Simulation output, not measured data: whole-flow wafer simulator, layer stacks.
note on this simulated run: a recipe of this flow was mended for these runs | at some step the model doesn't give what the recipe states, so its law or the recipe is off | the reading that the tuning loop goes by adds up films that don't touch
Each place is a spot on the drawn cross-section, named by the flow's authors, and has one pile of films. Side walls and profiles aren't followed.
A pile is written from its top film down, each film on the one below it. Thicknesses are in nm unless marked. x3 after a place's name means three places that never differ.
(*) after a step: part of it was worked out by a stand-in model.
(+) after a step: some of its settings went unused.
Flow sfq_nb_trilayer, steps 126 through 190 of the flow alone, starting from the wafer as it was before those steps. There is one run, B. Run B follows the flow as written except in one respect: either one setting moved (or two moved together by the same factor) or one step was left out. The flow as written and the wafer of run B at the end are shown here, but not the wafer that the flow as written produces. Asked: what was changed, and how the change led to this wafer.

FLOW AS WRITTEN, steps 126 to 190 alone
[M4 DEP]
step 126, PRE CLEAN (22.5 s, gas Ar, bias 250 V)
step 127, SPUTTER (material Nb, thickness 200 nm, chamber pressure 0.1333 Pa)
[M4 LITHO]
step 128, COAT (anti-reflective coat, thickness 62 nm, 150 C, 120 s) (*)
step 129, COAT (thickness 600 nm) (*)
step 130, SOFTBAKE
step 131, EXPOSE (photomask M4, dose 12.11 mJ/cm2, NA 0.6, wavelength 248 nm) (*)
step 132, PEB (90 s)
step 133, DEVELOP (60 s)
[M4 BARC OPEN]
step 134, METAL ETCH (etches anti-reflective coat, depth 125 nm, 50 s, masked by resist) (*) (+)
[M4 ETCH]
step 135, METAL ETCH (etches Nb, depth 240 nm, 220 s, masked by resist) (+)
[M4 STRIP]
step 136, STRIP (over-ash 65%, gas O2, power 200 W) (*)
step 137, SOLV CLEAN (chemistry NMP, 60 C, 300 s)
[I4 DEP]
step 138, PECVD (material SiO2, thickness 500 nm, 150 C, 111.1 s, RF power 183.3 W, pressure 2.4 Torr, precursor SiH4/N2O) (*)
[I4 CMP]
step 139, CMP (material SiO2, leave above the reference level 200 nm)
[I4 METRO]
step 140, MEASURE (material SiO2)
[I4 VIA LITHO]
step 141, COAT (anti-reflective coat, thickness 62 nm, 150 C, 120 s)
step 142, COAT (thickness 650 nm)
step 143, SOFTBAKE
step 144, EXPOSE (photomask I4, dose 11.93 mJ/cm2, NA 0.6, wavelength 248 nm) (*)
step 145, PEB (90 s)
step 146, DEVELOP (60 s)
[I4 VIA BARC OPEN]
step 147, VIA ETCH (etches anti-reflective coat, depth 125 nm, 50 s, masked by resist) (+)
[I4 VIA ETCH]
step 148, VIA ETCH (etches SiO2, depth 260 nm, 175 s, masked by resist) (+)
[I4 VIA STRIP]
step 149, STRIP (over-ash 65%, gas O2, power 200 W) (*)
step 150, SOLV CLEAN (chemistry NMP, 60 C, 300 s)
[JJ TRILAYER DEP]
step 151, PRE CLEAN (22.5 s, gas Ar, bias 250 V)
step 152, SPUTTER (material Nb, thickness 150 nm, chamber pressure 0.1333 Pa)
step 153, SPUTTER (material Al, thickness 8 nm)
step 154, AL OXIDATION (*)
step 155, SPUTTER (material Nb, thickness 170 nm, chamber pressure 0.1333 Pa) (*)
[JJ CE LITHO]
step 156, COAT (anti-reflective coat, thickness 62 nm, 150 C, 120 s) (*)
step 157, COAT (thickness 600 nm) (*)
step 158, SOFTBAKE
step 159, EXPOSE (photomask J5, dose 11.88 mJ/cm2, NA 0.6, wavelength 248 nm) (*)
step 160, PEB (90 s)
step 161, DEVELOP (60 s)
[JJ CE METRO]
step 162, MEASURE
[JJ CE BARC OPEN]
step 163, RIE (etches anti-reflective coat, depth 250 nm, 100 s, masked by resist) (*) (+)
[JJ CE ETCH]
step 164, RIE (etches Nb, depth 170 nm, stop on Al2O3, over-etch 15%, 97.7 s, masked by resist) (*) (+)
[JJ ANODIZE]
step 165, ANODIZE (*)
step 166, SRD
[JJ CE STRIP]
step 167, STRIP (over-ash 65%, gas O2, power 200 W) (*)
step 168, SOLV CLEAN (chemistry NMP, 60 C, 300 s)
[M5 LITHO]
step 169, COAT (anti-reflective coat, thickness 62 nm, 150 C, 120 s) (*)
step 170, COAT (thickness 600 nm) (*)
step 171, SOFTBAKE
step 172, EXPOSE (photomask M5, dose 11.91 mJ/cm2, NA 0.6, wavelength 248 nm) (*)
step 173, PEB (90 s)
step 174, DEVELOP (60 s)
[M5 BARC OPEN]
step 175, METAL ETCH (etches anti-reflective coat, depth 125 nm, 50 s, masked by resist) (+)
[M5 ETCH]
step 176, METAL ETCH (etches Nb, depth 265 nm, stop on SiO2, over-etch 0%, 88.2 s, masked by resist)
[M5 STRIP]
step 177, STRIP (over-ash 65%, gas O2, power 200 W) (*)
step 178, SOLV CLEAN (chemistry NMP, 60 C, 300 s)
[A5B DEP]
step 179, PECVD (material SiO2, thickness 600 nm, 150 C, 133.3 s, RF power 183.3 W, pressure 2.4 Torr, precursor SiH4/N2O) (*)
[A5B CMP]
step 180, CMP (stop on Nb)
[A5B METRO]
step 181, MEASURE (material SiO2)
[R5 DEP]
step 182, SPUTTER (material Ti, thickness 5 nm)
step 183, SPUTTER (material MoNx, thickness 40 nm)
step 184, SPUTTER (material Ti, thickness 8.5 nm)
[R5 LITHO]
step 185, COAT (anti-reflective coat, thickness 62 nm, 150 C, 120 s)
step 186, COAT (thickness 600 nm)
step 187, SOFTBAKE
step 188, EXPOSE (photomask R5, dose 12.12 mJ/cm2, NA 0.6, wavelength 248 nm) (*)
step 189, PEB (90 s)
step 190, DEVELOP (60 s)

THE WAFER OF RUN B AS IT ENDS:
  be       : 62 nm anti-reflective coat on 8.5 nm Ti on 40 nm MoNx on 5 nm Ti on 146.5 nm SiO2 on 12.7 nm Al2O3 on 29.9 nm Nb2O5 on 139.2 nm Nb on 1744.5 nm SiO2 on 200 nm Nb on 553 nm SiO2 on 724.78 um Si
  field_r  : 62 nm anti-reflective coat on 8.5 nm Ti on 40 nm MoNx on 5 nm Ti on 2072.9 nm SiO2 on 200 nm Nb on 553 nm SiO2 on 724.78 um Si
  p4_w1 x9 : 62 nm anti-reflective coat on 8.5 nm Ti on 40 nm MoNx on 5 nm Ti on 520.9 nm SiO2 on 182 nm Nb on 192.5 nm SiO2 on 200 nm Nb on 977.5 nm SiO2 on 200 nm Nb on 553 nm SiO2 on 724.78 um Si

The reason: step 127, SPUTTER: thickness 182 nm was run, though the flow has thickness 200 nm.
The wafer lets one read it off: p4_w1 x9 has Nb 182, and step 127 as written asks for 200 nm.

How this came from the change, step by step:
  step 127, SPUTTER (material Nb, thickness 200 nm, chamber pressure 0.1333 Pa)
      field_l, v_sur, via_wl and 102 more: +182 Nb (new film) (as written it would have been: +200 Nb (new film))
      via_v: +149.5 Nb (as written it would have been: +164.5 Nb)
  step 135, METAL ETCH (etches Nb, depth 240 nm, 220 s, masked by resist) (+)
      field_l, be, be_sur and 64 more: -182 Nb (all of it), -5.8 SiO2 (as written it would have been: -200 Nb (all of it), -4 SiO2)
  step 138, PECVD (material SiO2, thickness 500 nm, 150 C, 111.1 s, RF power 183.3 W, pressure 2.4 Torr, precursor SiH4/N2O) (*)
      p3_s0 x6: +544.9 SiO2 (as written it would have been: +561.1 SiO2)
  step 139, CMP (material SiO2, leave above the reference level 200 nm)
      field_l, be, be_sur and 55 more: -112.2 SiO2 (as written it would have been: -96 SiO2)
      lsp_r, l0_sur, l0v: -104.6 SiO2 (as written it would have been: -87.7 SiO2)
